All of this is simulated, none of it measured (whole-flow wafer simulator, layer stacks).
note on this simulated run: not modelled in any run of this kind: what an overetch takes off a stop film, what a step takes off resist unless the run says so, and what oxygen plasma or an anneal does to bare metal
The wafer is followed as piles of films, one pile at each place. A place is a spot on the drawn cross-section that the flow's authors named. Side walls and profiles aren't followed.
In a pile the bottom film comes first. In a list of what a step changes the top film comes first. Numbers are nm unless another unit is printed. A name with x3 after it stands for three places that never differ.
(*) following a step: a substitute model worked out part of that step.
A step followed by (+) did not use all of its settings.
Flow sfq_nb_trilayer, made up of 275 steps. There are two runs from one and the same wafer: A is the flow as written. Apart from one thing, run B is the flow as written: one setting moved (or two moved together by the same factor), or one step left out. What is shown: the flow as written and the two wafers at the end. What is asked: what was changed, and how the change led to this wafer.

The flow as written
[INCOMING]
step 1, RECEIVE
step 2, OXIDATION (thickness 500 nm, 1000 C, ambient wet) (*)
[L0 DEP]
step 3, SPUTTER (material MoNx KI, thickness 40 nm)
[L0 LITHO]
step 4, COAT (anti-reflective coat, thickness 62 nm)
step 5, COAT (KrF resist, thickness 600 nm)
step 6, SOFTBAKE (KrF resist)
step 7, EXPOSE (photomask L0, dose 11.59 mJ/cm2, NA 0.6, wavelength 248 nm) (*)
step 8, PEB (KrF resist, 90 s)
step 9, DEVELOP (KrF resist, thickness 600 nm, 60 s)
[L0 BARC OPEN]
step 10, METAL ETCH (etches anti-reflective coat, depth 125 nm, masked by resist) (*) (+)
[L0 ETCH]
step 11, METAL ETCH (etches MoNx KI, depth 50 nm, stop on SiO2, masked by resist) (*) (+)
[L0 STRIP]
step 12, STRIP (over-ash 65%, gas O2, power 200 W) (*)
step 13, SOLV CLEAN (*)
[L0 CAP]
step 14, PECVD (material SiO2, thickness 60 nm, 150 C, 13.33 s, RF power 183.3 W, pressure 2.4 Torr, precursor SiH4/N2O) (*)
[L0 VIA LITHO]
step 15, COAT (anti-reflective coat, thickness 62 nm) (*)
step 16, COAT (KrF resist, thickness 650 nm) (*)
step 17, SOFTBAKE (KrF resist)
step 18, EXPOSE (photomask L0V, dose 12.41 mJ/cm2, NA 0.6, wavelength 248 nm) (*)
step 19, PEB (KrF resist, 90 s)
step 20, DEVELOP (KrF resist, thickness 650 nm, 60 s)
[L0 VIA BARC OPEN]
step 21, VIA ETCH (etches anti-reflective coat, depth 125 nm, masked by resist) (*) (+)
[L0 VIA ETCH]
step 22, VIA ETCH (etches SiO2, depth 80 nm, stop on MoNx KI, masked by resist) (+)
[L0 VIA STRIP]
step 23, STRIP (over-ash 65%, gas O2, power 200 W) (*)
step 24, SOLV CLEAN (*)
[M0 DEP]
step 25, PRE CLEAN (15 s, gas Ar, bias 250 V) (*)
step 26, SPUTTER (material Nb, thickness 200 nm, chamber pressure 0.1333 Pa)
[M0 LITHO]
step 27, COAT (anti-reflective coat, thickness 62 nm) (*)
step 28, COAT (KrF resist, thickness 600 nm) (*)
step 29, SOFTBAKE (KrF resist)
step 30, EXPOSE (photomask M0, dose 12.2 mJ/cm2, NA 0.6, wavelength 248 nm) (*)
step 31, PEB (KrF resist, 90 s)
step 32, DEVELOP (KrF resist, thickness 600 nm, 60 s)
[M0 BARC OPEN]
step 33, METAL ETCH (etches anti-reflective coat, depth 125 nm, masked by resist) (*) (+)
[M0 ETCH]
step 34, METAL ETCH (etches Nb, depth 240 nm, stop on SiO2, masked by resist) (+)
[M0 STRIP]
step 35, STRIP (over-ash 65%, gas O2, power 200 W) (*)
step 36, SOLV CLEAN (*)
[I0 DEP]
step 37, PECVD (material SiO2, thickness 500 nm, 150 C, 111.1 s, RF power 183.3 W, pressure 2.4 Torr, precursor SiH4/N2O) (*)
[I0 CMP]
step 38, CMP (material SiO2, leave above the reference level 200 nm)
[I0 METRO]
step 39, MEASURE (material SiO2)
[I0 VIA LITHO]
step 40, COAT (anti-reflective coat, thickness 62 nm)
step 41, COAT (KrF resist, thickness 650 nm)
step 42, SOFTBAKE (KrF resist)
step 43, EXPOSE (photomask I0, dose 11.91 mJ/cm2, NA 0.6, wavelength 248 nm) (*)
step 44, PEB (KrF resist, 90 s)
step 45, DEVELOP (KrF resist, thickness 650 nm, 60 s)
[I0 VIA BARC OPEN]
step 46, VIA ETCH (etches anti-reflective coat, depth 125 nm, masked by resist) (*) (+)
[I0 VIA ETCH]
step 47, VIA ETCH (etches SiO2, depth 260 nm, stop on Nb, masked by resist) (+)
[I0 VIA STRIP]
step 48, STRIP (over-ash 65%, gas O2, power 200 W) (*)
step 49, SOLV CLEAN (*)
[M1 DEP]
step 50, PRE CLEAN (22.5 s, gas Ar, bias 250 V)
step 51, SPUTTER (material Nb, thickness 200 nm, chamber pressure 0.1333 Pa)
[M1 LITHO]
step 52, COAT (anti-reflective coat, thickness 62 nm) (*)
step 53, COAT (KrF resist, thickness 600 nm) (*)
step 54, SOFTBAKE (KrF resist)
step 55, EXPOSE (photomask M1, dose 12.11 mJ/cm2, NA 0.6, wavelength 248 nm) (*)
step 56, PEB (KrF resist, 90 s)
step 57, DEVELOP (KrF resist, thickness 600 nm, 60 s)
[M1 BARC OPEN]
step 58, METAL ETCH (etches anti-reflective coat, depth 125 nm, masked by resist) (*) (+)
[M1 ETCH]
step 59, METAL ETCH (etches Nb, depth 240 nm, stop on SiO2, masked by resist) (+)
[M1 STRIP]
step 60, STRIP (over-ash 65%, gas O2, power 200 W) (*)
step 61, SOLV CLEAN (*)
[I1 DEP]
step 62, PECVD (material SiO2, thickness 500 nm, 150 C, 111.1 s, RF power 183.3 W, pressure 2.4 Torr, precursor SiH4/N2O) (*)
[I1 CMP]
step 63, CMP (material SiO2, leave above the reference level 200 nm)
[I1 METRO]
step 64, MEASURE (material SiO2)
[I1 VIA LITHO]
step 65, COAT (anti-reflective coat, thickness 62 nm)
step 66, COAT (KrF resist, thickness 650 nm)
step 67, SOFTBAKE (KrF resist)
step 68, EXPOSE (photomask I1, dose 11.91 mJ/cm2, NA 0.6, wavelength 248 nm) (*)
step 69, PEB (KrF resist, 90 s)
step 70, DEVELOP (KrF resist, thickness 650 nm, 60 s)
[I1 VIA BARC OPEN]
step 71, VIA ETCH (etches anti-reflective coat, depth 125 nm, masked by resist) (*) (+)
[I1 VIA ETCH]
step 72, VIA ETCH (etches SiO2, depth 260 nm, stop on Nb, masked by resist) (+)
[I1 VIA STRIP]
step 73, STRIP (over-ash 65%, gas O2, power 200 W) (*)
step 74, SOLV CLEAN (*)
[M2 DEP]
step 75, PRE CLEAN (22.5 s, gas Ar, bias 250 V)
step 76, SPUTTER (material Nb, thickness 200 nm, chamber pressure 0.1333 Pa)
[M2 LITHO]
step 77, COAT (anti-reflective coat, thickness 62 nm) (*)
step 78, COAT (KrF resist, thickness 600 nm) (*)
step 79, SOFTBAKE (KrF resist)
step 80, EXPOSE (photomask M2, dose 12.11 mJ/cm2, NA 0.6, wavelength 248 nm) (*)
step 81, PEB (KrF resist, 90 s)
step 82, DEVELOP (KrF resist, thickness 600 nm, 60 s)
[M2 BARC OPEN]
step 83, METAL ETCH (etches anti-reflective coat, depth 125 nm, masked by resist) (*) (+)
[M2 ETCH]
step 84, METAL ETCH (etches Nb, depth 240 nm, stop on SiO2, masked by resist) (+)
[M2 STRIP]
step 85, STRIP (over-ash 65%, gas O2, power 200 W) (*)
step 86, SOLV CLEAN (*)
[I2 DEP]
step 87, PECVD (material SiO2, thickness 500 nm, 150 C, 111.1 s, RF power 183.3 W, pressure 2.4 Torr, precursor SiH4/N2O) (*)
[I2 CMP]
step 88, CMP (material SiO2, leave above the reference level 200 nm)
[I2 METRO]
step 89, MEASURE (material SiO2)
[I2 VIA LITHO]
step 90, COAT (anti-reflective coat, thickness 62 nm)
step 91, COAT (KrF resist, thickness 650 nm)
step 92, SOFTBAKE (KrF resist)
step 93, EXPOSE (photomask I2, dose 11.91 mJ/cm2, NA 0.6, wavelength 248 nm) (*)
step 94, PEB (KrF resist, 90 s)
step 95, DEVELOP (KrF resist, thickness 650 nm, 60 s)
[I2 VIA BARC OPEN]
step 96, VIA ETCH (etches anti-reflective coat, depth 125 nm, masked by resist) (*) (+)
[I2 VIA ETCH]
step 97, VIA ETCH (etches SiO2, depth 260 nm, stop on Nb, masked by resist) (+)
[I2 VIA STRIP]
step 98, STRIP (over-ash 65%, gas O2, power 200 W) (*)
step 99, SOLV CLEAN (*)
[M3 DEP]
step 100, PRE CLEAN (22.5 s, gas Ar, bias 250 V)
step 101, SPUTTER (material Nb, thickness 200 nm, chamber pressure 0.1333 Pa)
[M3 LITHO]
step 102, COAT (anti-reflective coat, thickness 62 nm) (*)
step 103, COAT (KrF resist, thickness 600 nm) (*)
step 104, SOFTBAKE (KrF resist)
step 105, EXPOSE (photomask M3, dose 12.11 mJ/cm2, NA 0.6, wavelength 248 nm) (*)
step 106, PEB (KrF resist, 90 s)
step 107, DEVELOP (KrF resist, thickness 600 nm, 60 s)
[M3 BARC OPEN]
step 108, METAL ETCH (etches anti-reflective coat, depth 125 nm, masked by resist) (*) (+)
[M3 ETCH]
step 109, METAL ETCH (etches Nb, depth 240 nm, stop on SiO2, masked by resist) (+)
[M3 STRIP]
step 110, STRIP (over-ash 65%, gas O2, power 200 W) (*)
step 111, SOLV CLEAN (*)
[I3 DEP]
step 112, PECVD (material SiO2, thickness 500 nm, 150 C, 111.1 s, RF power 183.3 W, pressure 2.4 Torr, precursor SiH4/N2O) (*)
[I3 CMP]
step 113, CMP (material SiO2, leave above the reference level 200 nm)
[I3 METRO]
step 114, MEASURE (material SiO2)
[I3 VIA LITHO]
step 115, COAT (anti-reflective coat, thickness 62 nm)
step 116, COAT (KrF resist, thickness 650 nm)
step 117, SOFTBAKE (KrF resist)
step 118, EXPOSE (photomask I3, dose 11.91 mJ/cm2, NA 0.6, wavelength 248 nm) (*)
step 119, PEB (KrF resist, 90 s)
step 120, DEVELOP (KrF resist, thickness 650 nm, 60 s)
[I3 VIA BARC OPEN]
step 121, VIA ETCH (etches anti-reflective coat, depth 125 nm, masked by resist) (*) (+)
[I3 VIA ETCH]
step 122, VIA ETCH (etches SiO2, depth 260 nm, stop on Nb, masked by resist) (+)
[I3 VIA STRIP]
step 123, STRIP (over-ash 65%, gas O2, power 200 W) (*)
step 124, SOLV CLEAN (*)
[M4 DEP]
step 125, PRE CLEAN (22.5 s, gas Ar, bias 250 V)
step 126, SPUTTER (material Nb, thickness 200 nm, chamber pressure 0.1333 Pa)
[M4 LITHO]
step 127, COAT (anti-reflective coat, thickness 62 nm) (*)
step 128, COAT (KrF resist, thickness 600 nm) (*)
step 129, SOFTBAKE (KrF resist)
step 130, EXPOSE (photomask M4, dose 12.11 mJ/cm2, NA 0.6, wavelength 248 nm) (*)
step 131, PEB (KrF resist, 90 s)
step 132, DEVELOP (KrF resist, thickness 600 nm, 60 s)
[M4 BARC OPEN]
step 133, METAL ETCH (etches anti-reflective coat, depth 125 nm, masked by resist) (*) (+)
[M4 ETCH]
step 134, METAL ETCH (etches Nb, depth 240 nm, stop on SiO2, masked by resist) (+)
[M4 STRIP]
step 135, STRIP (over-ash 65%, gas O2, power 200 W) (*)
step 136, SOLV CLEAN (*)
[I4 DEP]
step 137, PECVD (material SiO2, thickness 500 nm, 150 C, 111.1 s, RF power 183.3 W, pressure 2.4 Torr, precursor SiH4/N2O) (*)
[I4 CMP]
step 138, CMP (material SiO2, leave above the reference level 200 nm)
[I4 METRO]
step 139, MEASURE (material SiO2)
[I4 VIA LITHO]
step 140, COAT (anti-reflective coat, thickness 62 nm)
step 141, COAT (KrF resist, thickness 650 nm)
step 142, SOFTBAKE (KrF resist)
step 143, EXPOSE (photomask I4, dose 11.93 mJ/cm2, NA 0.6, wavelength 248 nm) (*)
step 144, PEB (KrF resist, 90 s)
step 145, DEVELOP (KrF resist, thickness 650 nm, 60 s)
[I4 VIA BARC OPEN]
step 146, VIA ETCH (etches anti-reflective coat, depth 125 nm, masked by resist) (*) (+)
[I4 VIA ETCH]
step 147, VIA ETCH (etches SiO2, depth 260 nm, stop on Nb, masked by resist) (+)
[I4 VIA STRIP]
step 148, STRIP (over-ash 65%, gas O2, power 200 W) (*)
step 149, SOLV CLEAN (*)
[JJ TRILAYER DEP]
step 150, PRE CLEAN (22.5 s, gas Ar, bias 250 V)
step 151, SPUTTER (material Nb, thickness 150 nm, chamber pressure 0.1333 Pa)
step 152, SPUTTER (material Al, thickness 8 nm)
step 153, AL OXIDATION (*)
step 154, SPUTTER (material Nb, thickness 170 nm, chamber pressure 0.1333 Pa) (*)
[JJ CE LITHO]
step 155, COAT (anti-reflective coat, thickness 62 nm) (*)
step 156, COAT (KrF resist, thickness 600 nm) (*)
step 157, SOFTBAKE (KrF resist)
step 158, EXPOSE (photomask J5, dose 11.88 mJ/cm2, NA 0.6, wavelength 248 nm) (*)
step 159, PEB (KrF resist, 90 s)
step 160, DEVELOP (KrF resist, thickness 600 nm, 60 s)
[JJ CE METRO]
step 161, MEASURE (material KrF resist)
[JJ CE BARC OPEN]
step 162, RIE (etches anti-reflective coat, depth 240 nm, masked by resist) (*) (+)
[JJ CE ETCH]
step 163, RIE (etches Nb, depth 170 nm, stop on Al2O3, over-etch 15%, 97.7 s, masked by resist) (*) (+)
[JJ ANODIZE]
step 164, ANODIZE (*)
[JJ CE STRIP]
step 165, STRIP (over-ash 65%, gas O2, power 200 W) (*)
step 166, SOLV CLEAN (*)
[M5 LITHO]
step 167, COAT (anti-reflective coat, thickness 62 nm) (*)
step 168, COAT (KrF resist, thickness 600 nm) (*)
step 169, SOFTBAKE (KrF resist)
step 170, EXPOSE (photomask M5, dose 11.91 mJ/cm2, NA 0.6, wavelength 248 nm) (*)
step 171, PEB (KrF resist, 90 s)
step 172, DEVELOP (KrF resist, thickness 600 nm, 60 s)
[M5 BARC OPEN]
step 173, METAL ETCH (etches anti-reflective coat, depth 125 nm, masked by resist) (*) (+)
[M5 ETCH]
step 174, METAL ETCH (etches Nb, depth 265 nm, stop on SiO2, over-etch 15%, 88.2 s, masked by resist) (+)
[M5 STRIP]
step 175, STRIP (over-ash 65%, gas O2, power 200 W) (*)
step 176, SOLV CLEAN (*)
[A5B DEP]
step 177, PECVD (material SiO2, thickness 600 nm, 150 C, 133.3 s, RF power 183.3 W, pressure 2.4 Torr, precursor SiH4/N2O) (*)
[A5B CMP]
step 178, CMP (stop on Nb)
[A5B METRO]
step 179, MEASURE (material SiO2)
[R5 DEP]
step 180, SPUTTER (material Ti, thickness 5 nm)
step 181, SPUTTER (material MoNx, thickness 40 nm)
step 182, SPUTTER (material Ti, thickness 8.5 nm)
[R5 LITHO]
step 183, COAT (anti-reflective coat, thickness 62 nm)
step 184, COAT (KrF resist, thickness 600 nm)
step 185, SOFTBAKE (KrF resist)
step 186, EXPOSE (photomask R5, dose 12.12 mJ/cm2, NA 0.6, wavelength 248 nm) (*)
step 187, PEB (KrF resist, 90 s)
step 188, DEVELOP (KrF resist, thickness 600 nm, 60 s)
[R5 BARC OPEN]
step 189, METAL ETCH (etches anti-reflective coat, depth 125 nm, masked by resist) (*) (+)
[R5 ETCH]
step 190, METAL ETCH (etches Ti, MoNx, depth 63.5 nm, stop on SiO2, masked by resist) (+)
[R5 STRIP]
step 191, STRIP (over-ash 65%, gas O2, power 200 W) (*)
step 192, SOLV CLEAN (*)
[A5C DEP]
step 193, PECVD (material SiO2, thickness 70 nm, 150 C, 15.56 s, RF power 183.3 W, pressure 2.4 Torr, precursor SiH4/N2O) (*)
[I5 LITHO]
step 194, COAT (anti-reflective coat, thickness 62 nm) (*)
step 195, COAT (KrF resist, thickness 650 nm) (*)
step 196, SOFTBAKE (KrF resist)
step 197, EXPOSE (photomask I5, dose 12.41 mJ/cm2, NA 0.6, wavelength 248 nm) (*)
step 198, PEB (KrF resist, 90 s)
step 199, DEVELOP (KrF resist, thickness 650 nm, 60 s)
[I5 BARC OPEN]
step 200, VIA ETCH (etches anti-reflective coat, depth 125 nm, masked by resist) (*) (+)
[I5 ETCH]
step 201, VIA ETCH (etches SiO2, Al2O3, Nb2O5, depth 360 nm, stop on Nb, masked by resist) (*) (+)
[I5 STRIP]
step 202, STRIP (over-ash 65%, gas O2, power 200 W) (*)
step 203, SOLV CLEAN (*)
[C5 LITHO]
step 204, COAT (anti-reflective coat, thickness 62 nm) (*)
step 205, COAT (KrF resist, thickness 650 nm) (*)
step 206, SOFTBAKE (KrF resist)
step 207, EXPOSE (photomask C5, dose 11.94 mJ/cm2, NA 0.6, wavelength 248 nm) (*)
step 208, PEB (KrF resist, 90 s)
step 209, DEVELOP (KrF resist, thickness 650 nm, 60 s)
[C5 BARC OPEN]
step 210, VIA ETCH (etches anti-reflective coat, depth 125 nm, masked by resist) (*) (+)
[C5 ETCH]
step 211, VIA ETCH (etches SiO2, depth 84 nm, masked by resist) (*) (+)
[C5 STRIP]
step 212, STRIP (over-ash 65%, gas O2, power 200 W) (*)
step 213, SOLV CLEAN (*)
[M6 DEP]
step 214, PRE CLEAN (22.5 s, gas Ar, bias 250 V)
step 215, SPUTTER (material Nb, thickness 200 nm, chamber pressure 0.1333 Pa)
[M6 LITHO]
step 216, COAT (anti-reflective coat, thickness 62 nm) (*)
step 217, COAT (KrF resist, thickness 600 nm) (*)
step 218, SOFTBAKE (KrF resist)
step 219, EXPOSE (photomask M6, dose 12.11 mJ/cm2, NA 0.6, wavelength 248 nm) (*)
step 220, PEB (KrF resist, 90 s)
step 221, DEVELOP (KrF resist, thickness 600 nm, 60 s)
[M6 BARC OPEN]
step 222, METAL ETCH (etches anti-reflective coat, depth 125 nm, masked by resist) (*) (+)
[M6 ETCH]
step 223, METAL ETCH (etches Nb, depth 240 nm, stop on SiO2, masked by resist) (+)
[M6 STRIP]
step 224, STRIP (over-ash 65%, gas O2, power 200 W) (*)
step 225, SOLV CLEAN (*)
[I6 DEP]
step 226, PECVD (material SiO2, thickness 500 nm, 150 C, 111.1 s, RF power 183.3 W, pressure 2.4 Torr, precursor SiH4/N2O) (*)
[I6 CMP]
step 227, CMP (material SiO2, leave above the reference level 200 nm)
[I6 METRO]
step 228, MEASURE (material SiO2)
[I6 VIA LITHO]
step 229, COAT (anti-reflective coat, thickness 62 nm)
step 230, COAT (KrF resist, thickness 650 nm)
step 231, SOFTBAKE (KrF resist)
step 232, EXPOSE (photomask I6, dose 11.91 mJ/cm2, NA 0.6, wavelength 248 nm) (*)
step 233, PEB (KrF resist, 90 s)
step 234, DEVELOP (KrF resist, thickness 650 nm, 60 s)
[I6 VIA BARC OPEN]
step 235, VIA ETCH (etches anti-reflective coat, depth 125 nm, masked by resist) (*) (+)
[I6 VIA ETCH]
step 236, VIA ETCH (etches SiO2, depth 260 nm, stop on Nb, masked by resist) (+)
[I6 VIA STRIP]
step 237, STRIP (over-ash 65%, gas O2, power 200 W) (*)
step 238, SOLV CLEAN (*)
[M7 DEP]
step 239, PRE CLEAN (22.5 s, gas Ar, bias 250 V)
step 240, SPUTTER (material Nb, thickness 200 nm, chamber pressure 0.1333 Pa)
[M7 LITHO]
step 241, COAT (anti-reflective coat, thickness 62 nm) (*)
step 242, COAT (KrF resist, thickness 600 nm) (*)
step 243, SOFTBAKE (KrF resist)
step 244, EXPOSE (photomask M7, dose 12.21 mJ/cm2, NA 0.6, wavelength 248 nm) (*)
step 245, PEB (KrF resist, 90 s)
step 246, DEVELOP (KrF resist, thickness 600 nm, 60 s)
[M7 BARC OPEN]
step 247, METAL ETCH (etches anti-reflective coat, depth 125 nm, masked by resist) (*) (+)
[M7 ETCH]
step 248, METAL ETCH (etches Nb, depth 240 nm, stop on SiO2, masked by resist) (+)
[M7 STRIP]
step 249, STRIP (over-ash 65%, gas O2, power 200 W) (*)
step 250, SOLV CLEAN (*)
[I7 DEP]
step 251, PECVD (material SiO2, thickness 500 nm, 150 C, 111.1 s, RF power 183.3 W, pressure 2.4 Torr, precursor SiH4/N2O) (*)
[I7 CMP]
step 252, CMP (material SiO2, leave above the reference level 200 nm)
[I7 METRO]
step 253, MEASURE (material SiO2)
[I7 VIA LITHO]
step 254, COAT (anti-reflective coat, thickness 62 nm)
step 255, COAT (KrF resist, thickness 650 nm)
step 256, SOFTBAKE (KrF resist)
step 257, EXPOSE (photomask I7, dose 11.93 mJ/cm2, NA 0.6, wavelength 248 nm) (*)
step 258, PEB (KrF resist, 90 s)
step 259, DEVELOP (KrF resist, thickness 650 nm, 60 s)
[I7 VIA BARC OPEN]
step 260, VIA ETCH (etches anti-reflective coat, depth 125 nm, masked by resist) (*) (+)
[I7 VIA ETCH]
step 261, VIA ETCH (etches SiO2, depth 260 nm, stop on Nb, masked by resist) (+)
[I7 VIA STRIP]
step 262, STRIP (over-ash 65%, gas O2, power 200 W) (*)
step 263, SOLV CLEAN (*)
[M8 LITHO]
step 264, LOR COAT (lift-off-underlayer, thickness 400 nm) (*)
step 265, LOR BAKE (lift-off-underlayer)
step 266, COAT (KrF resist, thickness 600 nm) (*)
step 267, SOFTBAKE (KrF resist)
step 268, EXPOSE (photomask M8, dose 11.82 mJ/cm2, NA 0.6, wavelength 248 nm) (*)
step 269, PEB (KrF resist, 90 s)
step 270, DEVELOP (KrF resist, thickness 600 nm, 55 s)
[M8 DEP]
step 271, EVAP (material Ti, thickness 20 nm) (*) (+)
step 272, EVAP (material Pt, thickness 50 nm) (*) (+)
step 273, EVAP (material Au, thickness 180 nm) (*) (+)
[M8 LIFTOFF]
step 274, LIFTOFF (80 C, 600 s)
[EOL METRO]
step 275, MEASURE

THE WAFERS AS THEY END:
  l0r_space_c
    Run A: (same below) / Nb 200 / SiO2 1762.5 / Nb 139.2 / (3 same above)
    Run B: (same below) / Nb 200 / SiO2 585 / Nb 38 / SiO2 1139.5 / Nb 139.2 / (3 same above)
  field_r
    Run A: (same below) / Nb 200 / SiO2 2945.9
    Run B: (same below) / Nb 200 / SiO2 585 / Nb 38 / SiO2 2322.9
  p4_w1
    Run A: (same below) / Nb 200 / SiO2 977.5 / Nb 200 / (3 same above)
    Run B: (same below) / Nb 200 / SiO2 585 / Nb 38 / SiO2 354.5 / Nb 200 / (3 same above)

Cause: step 84, METAL ETCH: depth 162 nm was run, while the flow as written has depth 240 nm.

Step by step, how the change led to this:
  step 84, METAL ETCH (etches Nb, depth 240 nm, stop on SiO2, masked by resist) (+)
      field_l, be, be_sur and 81 more: A Nb loses 200 (all of it) | B Nb loses 162
      v_sur, via_wl, via_w and 19 more: A KrF resist loses 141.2 | B KrF resist loses 95.3
  step 85, STRIP (over-ash 65%, gas O2, power 200 W) (*)
      wl_j_sl, wl_jj, wl_j_sr and 12 more: A KrF resist loses 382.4 (all of it), anti-reflective coat loses 62 (all of it) | B KrF resist loses 428.3 (all of it), anti-reflective coat loses 62 (all of it)
      v_sur: A KrF resist loses 380 (all of it), anti-reflective coat loses 61.4 (all of it) | B KrF resist loses 425.9 (all of it), anti-reflective coat loses 61.4 (all of it)
      (also at 6 further places)
  step 87, PECVD (material SiO2, thickness 500 nm, 150 C, 111.1 s, RF power 183.3 W, pressure 2.4 Torr, precursor SiH4/N2O) (*)
      field_l, be, be_sur and 81 more: A SiO2 gains 500 | B SiO2 gains 500 (new film)
  step 88, CMP (material SiO2, leave above the reference level 200 nm)
      field_l, be, be_sur and 81 more: A SiO2 loses 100 | B SiO2 loses 138
With metal films that touch counted as one body, l0r_space_c has 3 bodies (between them, from the top down: SiO2 1139.5; SiO2 585); the flow as written gives 2 bodies (between them, from the top down: SiO2 1762.5).
With metal films that touch counted as one body, field_r has 2 bodies (between them, from the top down: SiO2 585); the flow as written gives 1 body.
With metal films that touch counted as one body, p4_w1 has 4 bodies (between them, from the top down: SiO2 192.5; SiO2 354.5; SiO2 585); the flow as written gives 3 bodies (between them, from the top down: SiO2 192.5; SiO2 977.5).
